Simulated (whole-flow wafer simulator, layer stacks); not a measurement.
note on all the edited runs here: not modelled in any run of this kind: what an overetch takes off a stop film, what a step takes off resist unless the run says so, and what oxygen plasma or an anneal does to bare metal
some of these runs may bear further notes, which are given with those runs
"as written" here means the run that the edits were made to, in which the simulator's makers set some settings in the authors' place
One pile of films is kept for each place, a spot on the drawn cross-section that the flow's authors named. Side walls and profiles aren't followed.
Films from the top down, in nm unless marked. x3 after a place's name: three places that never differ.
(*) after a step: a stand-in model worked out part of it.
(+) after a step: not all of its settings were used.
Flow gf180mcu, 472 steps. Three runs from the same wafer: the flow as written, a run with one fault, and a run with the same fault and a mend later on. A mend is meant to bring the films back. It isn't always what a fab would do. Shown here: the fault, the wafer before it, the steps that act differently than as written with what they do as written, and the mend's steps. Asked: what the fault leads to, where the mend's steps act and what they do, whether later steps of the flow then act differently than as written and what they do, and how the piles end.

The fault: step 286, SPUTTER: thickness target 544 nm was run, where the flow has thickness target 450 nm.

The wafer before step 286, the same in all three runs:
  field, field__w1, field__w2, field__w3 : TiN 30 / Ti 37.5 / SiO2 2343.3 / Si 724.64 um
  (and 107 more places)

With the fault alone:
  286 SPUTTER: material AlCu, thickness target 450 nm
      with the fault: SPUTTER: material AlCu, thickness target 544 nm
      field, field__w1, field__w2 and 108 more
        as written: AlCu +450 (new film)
        with the fault: AlCu +544 (new film)
  Later steps of the flow that act differently than as written (1 more step differs only slightly, by at most 2% or 0.5 nm, whichever is larger, and isn't shown):
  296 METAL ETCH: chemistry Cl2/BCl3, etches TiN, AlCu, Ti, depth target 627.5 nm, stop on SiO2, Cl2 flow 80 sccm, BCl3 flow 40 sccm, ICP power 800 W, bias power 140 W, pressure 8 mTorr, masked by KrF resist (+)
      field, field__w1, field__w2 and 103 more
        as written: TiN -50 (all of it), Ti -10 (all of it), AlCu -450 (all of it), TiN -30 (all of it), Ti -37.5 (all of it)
        with the fault: TiN -50 (all of it), Ti -10 (all of it), AlCu -544 (all of it), TiN -23.5
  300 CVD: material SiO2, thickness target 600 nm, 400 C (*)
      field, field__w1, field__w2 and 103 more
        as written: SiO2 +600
        with the fault: SiO2 +600 (new film)
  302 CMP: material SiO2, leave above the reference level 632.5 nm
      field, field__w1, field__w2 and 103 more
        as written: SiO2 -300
        with the fault: SiO2 -249.6
  At the end the piles differ from the flow's by more than 2% or 0.5 nm, whichever is larger, at field, field__w1, field__w2 and 109 more.
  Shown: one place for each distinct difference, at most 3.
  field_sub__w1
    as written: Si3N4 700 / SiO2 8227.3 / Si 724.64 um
    with the fault: Si3N4 700 / SiO2 5934.4 / TiN 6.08 / Ti 37.5 / SiO2 2343.2 / Si 724.64 um
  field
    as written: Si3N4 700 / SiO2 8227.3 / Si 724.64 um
    with the fault: Si3N4 700 / SiO2 5934.4 / TiN 6.08 / Ti 37.5 / SiO2 2343.3 / Si 724.64 um
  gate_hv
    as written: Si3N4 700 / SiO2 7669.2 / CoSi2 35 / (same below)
    with the fault: Si3N4 700 / SiO2 5934.4 / TiN 6.08 / Ti 37.5 / SiO2 1785.1 / CoSi2 35 / (same below)

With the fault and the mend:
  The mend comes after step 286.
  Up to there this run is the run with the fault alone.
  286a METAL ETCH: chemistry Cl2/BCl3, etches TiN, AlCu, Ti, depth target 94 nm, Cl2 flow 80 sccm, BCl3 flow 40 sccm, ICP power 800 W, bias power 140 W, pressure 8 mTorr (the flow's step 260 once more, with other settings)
      field, field__w1, field__w2 and 108 more
        AlCu -94
  No later step of the flow acts differently than as written at any place that is followed.
  At the end the piles are the same as the flow's at every place that both follow.
